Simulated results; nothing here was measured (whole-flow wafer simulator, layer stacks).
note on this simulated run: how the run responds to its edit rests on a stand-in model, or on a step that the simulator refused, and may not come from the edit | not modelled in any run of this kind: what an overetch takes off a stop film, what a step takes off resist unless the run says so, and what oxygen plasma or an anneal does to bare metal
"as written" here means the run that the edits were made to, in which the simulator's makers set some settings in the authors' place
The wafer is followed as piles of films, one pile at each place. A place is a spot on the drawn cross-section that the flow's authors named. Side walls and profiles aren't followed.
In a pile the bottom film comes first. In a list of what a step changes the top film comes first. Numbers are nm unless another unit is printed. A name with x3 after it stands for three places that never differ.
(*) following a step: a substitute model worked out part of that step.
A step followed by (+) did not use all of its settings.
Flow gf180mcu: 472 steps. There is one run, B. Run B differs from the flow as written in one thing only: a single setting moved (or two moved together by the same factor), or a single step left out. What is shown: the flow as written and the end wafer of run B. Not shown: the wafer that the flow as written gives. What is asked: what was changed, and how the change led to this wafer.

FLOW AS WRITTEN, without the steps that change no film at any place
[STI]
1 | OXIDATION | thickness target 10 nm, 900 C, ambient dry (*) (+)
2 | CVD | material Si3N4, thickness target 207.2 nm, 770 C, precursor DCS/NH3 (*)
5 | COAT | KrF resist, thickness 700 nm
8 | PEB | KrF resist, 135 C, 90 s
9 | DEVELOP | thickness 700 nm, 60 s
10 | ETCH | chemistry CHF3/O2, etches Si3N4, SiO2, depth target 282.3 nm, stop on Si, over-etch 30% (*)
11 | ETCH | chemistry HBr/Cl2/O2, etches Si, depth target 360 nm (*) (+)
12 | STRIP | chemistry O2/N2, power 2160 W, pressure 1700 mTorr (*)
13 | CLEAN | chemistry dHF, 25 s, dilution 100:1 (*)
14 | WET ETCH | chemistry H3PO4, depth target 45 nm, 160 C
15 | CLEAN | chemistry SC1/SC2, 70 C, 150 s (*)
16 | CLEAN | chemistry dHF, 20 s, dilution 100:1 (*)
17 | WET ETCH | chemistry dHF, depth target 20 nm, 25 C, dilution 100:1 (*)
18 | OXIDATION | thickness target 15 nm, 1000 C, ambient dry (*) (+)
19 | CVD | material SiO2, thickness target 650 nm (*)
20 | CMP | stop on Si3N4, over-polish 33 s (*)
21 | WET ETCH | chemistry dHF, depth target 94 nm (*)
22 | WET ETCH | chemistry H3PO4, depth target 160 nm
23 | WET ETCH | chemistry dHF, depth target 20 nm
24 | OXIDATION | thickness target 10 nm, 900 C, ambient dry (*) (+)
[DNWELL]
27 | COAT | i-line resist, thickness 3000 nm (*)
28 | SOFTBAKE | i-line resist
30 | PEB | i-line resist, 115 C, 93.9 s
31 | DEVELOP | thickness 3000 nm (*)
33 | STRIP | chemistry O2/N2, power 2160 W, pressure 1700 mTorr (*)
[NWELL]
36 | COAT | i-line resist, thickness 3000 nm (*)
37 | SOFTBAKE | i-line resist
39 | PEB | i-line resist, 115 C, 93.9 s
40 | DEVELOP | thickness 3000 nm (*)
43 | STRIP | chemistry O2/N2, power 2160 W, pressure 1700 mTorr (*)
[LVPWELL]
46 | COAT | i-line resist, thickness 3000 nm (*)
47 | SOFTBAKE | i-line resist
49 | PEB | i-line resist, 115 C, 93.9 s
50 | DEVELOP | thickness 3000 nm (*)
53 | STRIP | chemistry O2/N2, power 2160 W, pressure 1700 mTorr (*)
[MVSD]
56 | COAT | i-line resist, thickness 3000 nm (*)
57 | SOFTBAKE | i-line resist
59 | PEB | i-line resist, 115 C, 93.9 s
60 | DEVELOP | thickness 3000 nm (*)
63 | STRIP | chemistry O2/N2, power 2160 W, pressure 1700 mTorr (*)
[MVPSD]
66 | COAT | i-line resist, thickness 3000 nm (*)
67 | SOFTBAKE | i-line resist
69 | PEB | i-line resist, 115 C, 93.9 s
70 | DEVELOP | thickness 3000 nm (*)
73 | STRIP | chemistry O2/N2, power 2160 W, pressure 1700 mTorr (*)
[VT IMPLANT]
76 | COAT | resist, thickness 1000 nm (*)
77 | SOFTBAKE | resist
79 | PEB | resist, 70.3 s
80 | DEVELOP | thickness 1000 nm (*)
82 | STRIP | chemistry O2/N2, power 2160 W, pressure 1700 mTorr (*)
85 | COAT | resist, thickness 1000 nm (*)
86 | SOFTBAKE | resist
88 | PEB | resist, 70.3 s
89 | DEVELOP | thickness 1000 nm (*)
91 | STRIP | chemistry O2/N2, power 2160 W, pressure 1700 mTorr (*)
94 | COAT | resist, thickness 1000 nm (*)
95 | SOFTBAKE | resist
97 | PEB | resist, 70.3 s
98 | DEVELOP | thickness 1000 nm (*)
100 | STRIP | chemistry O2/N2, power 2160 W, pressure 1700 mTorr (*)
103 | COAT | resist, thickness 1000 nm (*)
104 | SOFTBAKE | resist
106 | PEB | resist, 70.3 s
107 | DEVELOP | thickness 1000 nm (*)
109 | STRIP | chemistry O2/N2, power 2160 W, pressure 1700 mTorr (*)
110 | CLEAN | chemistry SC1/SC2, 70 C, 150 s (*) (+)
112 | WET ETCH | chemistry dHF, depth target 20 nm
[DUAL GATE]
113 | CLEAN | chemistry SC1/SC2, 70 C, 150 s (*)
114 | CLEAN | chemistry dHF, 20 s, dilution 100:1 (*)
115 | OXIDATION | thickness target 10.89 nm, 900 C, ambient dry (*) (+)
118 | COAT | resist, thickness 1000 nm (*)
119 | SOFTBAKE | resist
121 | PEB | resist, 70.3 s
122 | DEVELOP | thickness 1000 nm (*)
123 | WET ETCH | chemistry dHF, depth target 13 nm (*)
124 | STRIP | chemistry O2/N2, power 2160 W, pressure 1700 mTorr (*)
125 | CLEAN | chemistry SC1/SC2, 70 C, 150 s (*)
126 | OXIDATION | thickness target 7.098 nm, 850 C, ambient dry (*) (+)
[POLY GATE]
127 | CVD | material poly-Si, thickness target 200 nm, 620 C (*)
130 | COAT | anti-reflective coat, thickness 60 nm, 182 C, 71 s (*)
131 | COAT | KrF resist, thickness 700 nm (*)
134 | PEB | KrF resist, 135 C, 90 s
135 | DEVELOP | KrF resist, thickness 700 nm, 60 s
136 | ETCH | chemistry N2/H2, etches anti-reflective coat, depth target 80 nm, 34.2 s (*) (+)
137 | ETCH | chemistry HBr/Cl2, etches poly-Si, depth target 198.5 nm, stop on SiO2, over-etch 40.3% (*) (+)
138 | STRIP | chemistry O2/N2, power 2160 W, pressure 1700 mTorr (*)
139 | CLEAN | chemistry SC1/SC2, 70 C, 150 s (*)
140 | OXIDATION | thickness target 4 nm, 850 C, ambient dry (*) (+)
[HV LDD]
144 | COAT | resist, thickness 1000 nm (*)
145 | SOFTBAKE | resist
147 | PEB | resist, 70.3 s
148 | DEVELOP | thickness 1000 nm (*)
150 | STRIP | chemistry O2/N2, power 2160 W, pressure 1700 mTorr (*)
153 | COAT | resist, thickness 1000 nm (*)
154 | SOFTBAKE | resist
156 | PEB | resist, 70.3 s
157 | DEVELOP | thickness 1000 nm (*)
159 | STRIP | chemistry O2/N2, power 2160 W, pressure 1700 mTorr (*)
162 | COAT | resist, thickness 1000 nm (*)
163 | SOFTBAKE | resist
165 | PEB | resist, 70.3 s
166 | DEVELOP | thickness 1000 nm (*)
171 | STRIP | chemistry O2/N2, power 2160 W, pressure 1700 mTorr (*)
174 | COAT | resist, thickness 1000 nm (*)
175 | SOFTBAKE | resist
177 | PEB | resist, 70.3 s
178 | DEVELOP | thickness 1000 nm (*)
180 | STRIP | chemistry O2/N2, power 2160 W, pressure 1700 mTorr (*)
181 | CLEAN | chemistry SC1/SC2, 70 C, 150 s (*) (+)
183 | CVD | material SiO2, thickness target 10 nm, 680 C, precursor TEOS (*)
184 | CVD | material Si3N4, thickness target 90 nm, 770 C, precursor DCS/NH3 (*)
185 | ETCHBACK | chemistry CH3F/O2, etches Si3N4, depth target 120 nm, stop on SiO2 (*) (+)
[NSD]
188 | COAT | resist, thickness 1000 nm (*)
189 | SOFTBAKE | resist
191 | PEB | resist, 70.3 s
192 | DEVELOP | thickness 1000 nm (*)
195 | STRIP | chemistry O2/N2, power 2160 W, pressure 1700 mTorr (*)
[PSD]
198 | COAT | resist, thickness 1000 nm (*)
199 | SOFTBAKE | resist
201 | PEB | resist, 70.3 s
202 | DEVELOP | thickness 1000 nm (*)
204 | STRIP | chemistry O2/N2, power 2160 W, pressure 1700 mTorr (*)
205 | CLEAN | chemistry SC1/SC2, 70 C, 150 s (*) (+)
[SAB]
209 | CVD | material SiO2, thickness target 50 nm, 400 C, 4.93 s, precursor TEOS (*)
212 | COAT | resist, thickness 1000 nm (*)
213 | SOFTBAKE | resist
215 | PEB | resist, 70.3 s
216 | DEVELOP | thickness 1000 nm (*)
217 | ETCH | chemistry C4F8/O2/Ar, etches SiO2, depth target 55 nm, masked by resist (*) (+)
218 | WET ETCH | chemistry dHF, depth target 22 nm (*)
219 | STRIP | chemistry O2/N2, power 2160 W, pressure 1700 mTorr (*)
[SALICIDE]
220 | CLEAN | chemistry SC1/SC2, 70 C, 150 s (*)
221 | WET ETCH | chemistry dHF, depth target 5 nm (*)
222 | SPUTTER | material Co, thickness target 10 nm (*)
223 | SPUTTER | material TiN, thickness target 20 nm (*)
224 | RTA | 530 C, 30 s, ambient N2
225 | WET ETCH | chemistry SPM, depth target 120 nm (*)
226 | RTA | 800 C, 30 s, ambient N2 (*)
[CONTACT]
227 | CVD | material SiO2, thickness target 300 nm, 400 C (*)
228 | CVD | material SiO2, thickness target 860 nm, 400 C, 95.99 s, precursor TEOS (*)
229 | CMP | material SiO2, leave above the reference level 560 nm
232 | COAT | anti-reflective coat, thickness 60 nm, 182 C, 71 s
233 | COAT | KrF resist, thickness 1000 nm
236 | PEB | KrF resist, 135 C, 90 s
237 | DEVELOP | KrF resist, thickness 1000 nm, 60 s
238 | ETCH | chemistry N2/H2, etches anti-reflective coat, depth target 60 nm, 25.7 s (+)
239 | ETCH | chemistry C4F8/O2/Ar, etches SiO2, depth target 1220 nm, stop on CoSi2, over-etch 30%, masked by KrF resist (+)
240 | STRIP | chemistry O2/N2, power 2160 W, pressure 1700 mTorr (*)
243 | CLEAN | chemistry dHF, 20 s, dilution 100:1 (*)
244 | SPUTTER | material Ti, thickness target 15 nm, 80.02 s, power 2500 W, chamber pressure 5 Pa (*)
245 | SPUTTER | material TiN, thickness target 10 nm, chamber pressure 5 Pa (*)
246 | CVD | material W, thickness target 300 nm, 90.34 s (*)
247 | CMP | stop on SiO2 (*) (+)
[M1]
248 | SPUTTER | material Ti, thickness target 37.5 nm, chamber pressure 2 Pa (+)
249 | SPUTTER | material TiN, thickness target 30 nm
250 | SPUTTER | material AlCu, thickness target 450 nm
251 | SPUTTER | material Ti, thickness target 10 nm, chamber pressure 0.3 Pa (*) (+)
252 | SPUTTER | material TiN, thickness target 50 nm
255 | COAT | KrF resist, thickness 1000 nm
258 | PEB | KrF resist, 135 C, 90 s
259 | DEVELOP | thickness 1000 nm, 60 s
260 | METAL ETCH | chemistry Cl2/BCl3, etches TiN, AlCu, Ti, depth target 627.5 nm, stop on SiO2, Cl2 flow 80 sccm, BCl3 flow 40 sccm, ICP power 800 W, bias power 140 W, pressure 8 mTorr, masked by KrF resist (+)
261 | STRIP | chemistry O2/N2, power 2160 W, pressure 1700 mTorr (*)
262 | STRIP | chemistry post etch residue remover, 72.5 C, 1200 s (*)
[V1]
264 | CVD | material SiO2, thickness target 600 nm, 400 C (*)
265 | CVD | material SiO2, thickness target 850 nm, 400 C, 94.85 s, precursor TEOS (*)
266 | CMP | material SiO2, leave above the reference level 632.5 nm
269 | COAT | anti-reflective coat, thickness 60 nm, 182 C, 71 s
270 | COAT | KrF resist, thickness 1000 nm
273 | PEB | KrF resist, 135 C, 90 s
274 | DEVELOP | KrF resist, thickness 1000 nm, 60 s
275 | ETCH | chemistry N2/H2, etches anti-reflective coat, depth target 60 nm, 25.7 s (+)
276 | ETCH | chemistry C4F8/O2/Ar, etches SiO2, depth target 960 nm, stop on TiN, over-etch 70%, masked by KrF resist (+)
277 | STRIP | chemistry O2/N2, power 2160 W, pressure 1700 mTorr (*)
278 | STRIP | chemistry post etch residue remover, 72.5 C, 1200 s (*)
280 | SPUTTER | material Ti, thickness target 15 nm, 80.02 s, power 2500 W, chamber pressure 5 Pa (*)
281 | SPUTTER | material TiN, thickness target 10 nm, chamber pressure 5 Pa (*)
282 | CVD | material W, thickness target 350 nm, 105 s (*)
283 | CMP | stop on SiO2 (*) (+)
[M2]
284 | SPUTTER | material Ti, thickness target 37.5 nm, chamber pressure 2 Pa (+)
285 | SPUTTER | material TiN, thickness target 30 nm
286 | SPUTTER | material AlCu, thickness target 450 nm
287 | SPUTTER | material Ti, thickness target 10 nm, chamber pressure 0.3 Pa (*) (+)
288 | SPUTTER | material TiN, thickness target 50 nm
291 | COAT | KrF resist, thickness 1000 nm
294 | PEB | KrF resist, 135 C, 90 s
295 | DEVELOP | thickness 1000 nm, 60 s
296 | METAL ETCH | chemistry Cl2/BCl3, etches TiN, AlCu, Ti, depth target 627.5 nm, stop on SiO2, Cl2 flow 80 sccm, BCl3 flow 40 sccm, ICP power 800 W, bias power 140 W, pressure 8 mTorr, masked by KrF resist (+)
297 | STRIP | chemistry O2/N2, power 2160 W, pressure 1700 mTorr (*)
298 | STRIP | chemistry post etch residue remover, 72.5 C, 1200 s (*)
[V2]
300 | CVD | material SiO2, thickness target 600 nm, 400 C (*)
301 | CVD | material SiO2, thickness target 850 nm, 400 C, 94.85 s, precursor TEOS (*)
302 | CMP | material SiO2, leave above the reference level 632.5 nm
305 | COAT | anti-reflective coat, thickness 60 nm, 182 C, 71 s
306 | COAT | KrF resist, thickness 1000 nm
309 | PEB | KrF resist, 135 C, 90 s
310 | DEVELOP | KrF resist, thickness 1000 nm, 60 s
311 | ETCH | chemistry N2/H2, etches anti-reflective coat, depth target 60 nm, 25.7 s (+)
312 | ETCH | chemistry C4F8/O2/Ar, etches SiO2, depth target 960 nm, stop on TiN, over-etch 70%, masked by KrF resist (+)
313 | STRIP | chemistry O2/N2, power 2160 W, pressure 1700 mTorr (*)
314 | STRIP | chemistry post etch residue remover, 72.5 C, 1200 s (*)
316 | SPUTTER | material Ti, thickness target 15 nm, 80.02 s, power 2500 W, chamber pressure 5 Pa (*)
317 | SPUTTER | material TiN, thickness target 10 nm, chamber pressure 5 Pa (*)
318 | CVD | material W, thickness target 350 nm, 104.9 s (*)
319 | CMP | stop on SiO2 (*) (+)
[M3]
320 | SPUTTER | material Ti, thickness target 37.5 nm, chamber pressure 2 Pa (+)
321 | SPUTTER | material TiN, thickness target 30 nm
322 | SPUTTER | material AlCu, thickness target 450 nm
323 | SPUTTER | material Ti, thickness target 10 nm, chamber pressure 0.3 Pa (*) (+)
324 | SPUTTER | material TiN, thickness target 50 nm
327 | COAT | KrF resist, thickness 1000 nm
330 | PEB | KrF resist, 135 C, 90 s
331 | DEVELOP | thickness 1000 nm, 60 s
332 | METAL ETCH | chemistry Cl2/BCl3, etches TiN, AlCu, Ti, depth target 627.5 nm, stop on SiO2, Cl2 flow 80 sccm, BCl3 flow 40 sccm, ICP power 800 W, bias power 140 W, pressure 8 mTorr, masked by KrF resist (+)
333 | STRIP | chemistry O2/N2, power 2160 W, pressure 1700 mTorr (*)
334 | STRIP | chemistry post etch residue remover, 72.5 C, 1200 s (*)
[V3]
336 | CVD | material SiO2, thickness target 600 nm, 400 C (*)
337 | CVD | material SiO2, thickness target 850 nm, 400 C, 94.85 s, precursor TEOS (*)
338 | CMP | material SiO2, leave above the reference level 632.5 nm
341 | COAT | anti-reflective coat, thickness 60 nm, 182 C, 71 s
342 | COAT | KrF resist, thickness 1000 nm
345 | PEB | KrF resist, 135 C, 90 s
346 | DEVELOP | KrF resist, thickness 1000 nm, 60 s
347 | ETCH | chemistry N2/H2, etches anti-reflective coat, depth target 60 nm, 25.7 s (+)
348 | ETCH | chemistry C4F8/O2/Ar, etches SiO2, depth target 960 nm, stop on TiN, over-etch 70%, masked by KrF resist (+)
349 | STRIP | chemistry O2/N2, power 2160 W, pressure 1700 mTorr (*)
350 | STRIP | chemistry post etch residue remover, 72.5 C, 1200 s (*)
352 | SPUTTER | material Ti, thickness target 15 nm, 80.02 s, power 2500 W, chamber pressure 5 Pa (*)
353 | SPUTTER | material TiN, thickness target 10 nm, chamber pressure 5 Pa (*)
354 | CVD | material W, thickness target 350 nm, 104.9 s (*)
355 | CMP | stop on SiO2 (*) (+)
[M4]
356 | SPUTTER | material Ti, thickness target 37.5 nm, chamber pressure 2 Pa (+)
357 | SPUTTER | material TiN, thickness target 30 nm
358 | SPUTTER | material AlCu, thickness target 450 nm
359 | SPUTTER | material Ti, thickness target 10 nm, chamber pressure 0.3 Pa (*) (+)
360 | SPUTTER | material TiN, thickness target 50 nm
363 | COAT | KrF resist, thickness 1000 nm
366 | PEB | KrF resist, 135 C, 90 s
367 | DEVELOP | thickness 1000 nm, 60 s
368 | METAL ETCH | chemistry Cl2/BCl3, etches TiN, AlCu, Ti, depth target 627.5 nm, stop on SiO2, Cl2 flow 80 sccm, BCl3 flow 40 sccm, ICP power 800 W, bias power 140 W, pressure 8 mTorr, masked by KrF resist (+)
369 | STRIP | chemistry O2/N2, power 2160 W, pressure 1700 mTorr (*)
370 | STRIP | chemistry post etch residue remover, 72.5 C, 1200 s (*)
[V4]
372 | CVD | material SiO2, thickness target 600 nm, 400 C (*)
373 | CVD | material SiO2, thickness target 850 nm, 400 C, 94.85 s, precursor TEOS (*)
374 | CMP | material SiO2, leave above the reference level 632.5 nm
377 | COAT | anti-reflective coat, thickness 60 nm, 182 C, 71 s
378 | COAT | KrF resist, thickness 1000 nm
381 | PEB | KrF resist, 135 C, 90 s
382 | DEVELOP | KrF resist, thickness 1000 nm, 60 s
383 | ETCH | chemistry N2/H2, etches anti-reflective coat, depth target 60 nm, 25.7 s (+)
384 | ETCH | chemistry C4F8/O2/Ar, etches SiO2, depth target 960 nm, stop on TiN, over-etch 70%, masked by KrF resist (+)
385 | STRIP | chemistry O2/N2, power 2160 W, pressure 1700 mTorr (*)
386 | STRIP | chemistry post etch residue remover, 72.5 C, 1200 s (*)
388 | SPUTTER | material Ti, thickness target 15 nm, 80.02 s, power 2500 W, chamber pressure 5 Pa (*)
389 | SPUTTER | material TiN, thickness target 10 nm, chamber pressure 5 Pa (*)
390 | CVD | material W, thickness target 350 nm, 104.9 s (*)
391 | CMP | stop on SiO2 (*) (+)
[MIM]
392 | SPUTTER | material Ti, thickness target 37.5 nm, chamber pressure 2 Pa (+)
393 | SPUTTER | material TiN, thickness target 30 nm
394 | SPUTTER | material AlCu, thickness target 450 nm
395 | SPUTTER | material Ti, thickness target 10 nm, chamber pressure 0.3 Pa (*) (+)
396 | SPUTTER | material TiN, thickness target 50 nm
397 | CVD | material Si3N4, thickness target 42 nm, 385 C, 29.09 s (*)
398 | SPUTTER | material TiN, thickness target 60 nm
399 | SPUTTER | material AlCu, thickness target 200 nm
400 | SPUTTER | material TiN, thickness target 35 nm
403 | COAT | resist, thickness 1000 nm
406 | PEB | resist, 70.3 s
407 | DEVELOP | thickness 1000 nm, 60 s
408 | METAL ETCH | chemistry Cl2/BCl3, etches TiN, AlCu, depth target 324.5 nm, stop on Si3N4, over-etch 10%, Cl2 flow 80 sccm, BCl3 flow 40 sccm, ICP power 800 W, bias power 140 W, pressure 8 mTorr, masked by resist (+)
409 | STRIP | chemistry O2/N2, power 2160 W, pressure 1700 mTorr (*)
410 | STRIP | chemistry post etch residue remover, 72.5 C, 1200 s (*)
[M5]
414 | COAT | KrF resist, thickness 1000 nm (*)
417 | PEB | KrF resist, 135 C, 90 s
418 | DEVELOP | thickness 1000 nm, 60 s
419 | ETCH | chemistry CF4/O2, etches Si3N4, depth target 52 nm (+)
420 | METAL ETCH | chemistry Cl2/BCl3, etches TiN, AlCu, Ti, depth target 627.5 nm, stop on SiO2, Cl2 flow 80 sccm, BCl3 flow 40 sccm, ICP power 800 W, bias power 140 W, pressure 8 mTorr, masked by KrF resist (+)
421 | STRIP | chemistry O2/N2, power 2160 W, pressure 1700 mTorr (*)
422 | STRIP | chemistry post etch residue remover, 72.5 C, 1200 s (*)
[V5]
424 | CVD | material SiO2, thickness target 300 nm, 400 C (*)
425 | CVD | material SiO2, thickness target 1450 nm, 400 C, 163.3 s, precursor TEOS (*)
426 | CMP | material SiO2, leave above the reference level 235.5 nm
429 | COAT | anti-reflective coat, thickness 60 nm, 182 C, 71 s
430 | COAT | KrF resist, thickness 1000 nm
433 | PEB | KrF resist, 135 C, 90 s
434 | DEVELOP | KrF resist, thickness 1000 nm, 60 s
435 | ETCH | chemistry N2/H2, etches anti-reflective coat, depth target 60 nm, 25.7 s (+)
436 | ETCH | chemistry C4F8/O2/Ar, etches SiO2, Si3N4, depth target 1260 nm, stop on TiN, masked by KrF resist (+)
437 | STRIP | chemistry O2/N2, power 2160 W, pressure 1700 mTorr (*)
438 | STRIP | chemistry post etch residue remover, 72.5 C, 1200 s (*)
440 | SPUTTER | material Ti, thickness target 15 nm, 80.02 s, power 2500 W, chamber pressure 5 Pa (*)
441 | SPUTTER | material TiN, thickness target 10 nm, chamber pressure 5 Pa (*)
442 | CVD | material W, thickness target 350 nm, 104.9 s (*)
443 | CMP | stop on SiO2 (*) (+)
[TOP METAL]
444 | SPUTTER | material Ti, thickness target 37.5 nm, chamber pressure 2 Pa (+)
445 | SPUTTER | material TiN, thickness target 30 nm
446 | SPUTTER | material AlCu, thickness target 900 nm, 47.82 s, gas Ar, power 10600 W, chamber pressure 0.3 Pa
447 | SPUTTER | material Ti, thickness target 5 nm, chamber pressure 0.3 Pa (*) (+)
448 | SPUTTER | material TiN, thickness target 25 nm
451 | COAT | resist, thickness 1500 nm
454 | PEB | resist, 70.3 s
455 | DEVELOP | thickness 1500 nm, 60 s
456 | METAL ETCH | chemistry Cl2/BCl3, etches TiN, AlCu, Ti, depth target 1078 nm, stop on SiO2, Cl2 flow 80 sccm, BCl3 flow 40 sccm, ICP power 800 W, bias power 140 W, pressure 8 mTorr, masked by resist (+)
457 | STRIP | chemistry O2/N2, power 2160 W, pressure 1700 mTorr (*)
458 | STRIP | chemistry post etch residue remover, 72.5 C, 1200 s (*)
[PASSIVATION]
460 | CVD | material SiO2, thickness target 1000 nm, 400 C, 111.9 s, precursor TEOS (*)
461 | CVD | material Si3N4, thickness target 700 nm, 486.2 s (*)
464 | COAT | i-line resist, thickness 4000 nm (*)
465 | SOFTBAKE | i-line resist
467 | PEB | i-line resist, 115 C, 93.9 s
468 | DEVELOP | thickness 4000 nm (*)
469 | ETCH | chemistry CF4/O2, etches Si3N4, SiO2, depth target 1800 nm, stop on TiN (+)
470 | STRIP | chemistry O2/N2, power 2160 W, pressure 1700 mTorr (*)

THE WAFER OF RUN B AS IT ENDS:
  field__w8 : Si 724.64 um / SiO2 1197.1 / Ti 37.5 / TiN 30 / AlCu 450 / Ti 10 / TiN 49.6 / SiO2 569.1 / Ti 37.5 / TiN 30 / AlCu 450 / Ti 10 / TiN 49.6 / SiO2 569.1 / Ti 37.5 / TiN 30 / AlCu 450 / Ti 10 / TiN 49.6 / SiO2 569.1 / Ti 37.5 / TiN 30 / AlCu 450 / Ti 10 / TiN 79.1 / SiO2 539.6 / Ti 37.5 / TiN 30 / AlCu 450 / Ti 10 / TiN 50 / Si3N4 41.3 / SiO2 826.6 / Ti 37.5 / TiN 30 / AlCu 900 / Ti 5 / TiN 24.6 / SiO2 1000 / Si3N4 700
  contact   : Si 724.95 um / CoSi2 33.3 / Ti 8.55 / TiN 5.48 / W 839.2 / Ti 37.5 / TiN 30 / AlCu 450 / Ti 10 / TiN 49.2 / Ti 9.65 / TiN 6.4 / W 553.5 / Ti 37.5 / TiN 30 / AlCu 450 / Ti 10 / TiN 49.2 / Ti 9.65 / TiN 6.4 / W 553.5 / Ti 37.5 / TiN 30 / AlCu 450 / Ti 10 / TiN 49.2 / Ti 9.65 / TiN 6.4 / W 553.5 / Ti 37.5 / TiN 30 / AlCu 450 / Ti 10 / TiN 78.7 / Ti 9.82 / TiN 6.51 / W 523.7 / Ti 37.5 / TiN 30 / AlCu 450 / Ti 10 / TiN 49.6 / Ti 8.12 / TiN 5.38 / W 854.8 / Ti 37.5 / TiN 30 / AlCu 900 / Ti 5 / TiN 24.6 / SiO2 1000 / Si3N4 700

Cause: step 360, SPUTTER: thickness target 79.5 nm was run, while the flow as written has thickness target 50 nm.

Step by step, how the change led to this:
  360 | SPUTTER | material TiN, thickness target 50 nm
      field, field__w1, field__w2 and 108 more: +79.5 TiN (new film) (in the flow as written it would be: +50 TiN (new film))
  368 | METAL ETCH | chemistry Cl2/BCl3, etches TiN, AlCu, Ti, depth target 627.5 nm, stop on SiO2, Cl2 flow 80 sccm, BCl3 flow 40 sccm, ICP power 800 W, bias power 140 W, pressure 8 mTorr, masked by KrF resist (+)
      field, field__w1, field__w2 and 103 more: -79.5 TiN (all of it), -10 Ti (all of it), -450 AlCu (all of it), -30 TiN (all of it), -37.5 Ti (all of it) (in the flow as written it would be: -50 TiN (all of it), -10 Ti (all of it), -450 AlCu (all of it), -30 TiN (all of it), -37.5 Ti (all of it))
  374 | CMP | material SiO2, leave above the reference level 632.5 nm
      field__w8, contact, m1, m1__w1, m1_nw: -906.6 SiO2 (in the flow as written it would be: -877.1 SiO2)
  384 | ETCH | chemistry C4F8/O2/Ar, etches SiO2, depth target 960 nm, stop on TiN, over-etch 70%, masked by KrF resist (+)
      field, field__w1, field__w2 and 107 more: -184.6 KrF resist (in the flow as written it would be: -192 KrF resist)
      contact: -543 SiO2 (all of it) (in the flow as written it would be: -572.5 SiO2 (all of it))
  390 | CVD | material W, thickness target 350 nm, 104.9 s (*)
      contact: +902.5 W (new film) (in the flow as written it would be: +932.3 W (new film))
